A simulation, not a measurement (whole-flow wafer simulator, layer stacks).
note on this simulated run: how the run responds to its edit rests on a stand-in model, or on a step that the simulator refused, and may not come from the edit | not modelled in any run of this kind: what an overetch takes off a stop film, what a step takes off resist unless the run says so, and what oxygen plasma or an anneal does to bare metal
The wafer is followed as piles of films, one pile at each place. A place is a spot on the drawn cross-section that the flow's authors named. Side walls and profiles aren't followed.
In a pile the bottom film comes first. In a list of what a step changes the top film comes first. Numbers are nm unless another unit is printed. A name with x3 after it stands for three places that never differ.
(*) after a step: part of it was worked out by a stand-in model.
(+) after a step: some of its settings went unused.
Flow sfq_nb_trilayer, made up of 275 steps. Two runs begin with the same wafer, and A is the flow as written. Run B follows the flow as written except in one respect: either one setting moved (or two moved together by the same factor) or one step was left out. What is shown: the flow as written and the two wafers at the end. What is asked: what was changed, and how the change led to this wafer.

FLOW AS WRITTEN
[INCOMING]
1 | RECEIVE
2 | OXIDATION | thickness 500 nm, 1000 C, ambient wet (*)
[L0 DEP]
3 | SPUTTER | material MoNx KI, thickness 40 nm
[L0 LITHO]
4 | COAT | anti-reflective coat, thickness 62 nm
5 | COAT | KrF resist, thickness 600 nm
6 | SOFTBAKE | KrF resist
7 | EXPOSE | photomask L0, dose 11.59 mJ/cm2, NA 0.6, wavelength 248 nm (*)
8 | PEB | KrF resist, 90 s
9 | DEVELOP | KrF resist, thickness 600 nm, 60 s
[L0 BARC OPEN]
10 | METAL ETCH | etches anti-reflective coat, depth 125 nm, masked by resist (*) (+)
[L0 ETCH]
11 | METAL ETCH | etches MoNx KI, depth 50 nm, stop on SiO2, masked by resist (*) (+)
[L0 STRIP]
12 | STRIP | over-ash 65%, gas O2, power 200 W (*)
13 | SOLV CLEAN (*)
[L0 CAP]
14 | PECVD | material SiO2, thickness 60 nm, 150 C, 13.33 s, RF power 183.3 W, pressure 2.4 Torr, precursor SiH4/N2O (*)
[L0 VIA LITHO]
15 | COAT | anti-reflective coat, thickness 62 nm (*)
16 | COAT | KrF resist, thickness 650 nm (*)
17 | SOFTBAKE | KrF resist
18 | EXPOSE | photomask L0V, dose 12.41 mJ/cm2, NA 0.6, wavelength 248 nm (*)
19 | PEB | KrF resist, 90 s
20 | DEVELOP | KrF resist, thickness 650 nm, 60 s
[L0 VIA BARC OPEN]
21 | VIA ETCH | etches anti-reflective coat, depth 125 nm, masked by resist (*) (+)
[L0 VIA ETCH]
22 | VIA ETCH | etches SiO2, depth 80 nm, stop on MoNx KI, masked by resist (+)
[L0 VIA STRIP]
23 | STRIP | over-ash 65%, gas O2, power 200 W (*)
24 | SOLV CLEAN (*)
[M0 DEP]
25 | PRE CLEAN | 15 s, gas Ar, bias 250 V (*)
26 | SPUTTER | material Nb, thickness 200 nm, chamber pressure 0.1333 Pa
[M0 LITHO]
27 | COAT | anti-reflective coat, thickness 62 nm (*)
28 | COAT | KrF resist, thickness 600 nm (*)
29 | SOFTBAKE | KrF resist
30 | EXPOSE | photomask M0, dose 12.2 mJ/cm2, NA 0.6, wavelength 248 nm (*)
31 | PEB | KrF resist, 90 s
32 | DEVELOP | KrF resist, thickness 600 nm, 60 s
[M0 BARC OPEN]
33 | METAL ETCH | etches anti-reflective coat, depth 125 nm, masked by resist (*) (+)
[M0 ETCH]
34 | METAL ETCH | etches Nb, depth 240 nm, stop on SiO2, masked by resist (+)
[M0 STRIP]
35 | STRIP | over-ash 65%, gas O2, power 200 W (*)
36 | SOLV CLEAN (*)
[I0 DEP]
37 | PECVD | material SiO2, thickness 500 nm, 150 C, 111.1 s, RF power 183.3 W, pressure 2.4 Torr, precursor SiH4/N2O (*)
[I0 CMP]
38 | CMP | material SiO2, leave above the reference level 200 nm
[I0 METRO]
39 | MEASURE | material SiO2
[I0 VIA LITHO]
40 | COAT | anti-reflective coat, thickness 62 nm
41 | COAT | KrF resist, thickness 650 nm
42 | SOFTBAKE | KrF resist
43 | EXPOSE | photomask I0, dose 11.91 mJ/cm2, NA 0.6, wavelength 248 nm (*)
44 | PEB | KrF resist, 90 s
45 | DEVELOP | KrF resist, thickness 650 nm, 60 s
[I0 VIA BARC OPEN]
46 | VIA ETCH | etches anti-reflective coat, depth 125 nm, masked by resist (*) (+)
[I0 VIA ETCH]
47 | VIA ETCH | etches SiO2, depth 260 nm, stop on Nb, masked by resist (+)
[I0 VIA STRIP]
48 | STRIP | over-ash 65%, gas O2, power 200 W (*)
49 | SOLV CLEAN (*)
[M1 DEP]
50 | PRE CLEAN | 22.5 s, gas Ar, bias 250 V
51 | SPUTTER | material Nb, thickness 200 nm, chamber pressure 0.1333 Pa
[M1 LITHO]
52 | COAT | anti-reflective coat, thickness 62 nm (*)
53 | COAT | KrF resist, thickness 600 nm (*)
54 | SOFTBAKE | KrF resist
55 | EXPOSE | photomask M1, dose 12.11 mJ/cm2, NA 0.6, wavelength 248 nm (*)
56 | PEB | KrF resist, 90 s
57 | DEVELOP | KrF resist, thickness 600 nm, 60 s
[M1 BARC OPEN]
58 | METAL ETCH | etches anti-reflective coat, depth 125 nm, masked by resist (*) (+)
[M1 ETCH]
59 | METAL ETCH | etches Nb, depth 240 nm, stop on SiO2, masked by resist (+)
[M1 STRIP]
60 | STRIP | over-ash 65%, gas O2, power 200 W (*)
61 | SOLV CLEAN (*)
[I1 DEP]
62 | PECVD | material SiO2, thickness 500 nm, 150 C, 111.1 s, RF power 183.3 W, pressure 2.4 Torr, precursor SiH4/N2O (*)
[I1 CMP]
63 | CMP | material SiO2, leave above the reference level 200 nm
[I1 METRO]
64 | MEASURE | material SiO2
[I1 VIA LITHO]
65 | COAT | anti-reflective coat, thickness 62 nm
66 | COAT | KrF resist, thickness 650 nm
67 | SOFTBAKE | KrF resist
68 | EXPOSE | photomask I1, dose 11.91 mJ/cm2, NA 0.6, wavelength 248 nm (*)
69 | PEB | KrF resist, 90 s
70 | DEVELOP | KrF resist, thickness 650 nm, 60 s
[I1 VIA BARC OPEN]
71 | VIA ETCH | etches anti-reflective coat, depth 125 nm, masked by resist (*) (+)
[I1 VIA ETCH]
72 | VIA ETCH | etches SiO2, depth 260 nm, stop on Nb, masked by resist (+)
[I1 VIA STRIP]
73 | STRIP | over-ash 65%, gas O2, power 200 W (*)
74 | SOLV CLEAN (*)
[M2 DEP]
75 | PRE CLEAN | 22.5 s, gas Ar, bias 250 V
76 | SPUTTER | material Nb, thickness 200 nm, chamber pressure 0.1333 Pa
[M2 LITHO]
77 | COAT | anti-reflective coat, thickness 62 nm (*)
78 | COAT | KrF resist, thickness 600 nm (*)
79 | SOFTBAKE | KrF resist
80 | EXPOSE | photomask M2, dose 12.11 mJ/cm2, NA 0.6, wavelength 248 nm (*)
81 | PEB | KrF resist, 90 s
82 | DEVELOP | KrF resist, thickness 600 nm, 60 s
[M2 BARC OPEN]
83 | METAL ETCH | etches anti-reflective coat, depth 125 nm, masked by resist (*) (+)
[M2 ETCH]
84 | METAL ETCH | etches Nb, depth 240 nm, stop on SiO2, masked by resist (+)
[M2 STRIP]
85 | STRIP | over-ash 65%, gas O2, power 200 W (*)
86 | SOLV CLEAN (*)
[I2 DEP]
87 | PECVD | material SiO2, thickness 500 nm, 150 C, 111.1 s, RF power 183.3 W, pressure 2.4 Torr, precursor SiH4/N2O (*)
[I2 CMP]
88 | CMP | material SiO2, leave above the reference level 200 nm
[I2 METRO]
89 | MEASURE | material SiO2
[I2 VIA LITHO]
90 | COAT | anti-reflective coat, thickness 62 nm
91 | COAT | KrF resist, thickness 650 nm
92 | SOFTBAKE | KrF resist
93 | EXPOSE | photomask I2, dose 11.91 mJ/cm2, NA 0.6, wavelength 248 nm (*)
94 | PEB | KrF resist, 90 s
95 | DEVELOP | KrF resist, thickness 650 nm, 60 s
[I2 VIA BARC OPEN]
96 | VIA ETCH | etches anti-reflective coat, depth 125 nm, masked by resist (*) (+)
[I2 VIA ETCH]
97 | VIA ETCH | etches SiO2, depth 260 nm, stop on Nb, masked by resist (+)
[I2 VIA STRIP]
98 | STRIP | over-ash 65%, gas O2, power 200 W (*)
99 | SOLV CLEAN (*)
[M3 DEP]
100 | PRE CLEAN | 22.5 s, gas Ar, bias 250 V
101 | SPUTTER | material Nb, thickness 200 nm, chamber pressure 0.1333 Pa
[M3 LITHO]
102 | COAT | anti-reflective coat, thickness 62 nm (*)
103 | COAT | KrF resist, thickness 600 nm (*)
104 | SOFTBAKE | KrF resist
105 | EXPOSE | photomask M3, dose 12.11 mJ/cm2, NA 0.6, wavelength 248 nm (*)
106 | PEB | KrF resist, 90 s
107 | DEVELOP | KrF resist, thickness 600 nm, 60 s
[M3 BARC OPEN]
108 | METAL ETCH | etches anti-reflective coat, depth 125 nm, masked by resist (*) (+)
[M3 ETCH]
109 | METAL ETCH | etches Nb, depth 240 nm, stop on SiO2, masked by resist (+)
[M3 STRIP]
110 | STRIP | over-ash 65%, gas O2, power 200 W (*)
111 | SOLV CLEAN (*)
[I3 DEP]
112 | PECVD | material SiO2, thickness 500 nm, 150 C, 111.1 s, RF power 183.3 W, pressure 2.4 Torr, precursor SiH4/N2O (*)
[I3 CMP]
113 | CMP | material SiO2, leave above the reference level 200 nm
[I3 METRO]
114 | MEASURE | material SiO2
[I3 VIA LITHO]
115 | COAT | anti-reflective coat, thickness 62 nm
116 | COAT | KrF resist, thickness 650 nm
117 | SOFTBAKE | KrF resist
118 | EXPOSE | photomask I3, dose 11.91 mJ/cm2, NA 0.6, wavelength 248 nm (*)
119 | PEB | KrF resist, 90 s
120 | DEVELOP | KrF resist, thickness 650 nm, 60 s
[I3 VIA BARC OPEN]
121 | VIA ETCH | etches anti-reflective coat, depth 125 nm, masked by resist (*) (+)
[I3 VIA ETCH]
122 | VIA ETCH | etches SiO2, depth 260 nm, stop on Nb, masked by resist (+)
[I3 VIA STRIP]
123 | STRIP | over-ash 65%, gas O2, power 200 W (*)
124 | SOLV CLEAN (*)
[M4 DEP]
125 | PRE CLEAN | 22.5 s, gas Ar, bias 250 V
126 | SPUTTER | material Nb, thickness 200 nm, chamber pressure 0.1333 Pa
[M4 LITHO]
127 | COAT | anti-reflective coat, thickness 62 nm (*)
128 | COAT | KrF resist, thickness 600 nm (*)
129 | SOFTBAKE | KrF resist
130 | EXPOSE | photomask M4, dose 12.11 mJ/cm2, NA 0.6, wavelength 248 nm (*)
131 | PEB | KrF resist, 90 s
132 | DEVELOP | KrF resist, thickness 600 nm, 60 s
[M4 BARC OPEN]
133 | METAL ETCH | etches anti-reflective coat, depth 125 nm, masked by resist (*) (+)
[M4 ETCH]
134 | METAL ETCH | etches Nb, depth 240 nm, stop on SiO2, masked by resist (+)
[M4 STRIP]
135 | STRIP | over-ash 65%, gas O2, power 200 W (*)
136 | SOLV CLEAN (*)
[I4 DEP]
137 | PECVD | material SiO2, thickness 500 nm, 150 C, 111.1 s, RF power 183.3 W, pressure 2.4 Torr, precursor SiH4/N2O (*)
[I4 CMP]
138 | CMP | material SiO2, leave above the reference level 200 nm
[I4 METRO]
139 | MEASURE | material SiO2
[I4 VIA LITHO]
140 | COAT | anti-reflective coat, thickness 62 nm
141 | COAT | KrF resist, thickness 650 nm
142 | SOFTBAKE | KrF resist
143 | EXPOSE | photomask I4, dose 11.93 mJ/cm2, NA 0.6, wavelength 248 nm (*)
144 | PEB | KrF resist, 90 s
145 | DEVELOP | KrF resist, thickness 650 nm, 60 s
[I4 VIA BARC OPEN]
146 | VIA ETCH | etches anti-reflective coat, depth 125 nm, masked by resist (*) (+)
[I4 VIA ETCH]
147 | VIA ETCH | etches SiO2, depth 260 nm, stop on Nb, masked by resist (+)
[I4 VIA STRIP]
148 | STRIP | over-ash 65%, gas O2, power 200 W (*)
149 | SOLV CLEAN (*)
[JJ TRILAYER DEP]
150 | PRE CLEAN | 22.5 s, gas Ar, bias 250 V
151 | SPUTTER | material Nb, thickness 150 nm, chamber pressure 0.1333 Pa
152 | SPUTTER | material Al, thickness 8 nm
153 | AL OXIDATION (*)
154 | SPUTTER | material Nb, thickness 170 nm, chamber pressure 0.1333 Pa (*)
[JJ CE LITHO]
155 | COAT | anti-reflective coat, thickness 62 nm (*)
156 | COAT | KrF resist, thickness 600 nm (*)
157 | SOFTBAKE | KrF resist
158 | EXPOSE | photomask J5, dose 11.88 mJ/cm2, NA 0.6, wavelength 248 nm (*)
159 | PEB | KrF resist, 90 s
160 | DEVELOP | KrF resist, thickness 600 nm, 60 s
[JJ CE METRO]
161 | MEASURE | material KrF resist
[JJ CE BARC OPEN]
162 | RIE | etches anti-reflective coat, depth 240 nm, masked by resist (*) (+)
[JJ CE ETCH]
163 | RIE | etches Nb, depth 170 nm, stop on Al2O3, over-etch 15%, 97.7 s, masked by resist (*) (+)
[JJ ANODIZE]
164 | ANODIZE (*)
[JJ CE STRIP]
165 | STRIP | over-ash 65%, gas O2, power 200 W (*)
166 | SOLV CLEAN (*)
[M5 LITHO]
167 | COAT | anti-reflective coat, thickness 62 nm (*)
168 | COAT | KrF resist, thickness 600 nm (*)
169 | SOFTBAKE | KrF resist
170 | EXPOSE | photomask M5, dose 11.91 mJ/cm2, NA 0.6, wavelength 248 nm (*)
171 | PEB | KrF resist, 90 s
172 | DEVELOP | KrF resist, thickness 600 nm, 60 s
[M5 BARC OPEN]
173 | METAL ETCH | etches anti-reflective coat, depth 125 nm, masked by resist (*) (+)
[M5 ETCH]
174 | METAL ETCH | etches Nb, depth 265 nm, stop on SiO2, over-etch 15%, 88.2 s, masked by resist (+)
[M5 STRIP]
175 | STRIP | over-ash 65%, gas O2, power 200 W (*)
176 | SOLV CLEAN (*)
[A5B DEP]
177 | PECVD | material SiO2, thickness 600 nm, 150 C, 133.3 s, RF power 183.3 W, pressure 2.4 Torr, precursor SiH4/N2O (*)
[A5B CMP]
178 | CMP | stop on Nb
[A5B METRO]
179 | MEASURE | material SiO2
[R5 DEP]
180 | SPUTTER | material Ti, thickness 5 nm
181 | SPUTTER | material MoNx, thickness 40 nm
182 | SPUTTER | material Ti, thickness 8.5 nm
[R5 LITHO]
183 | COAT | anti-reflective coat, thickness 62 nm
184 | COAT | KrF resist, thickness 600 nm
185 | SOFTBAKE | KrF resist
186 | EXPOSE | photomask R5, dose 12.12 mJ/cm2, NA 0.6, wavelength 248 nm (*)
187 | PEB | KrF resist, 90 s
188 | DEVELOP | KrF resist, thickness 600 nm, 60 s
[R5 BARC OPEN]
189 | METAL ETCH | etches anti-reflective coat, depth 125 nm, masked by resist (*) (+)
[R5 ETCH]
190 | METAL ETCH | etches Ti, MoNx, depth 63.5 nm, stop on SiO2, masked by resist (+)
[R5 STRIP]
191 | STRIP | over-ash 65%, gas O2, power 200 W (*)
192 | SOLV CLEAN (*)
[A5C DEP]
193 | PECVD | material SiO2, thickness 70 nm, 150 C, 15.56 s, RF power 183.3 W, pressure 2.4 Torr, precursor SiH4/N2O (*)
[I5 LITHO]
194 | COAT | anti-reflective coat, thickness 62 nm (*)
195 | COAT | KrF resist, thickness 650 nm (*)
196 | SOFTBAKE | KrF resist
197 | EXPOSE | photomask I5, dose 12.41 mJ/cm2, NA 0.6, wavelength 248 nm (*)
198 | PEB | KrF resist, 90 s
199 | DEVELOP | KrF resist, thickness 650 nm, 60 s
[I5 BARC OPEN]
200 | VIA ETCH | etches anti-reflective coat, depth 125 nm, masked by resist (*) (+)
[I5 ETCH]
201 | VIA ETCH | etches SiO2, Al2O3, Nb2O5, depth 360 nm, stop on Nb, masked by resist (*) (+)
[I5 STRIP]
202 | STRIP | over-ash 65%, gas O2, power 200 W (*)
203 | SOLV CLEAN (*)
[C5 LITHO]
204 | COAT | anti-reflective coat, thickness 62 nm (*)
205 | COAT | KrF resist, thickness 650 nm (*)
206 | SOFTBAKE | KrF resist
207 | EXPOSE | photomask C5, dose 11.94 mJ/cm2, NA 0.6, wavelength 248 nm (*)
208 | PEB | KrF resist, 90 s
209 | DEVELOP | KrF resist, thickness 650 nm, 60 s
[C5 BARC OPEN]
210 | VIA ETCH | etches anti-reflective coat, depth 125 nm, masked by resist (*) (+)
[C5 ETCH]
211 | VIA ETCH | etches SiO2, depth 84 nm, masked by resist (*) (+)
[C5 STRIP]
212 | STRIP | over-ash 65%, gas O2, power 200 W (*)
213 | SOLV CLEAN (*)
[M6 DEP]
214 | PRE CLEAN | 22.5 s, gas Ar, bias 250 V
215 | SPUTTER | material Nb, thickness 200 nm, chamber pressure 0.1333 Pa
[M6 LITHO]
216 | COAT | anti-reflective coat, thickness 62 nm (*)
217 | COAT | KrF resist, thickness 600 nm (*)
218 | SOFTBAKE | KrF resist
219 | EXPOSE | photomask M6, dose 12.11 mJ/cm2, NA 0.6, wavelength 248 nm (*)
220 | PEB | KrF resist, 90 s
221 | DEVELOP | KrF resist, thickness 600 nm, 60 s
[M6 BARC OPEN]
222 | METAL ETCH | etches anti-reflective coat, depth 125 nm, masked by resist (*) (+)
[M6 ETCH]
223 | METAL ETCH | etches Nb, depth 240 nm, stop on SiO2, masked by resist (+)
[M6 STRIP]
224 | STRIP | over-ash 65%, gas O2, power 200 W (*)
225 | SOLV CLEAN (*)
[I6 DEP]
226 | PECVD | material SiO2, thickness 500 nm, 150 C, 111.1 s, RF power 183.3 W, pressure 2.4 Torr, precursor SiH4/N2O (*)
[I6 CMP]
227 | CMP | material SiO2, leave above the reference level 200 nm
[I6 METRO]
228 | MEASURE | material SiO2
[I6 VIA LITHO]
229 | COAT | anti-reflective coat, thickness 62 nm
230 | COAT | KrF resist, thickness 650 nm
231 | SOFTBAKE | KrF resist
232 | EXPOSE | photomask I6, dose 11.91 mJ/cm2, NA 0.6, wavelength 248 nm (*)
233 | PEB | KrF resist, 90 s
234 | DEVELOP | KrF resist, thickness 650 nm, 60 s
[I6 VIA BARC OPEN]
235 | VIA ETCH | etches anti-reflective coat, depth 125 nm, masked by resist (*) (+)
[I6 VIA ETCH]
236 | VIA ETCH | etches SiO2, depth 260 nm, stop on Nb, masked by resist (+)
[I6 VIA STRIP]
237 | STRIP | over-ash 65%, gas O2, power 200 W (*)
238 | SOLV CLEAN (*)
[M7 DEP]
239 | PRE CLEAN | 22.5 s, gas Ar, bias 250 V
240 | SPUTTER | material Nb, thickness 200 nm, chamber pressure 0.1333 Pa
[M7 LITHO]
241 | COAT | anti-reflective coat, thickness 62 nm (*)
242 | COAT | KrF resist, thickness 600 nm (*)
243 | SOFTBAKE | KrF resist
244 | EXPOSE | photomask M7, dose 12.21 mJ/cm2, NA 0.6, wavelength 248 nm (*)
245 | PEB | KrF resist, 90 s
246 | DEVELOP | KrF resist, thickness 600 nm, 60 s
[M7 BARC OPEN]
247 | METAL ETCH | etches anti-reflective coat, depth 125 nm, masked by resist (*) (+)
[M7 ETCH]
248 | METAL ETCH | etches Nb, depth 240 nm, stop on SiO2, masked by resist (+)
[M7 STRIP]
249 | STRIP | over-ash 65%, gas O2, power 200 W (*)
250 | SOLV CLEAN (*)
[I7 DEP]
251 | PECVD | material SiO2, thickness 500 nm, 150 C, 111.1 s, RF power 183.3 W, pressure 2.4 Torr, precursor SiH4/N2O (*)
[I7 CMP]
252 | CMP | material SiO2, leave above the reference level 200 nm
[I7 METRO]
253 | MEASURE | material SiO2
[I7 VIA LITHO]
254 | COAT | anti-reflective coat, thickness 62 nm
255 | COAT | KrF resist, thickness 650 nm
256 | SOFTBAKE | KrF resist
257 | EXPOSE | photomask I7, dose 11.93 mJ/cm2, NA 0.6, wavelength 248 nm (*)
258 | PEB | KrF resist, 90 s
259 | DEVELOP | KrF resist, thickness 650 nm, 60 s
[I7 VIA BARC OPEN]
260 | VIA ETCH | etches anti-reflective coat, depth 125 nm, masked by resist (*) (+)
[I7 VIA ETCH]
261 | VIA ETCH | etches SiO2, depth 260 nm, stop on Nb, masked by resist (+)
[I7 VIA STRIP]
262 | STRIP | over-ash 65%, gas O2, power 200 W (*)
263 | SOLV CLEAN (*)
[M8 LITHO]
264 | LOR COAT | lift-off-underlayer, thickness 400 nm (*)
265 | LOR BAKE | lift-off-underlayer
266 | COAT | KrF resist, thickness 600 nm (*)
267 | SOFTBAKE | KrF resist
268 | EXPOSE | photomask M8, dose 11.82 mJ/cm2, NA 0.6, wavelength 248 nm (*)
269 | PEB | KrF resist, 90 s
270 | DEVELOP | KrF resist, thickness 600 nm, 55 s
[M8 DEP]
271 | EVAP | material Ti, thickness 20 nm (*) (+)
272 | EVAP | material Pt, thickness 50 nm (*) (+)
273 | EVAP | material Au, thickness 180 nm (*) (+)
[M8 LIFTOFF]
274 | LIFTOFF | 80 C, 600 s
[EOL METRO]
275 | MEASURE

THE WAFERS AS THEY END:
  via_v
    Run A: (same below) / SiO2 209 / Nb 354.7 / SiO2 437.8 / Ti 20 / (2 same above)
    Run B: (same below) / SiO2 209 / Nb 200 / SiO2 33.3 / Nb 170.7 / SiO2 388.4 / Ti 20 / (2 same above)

Cause: step 236, VIA ETCH: depth 159 nm was run, while the flow as written has depth 260 nm.

Step by step, how the change led to this:
  236 | VIA ETCH | etches SiO2, depth 260 nm, stop on Nb, masked by resist (+)
      via_v: A -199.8 SiO2 (all of it) | B -159 SiO2
      field_l, v_sur, via_wl and 102 more: A -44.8 KrF resist | B -27.4 KrF resist
  237 | STRIP | over-ash 65%, gas O2, power 200 W (*)
      field_l, v_sur, via_wl and 102 more: A -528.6 KrF resist (all of it), -62 anti-reflective coat (all of it) | B -546 KrF resist (all of it), -62 anti-reflective coat (all of it)
  239 | PRE CLEAN | 22.5 s, gas Ar, bias 250 V
      via_v: A -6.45 Nb | B -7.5 SiO2
  240 | SPUTTER | material Nb, thickness 200 nm, chamber pressure 0.1333 Pa
      via_v: A +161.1 Nb | B +170.7 Nb (new film)
  241 | COAT | anti-reflective coat, thickness 62 nm (*)
      via_v: A +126 anti-reflective coat (new film) | B +115.5 anti-reflective coat (new film)
  242 | COAT | KrF resist, thickness 600 nm (*)
      via_v: A +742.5 KrF resist (new film) | B +709.9 KrF resist (new film)
  249 | STRIP | over-ash 65%, gas O2, power 200 W (*)
      via_v: A -524.5 KrF resist (all of it), -126 anti-reflective coat (all of it) | B -492.1 KrF resist (all of it), -115.5 anti-reflective coat (all of it)
  251 | PECVD | material SiO2, thickness 500 nm, 150 C, 111.1 s, RF power 183.3 W, pressure 2.4 Torr, precursor SiH4/N2O (*)
      via_v: A +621 SiO2 (new film) | B +545.5 SiO2 (new film)
  252 | CMP | material SiO2, leave above the reference level 200 nm
      via_v: A -183.1 SiO2 | B -157.1 SiO2
Taking metal films that touch as one body, via_v has 7 bodies (between them, from the top down: SiO2 388.4; SiO2 33.3; SiO2 209 / Al2O3 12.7 / Nb2O5 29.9; SiO2 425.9; SiO2 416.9; SiO2 192.5); the flow as written gives 6 bodies (between them, from the top down: SiO2 437.8; SiO2 209 / Al2O3 12.7 / Nb2O5 29.9; SiO2 425.9; SiO2 416.9; SiO2 192.5).
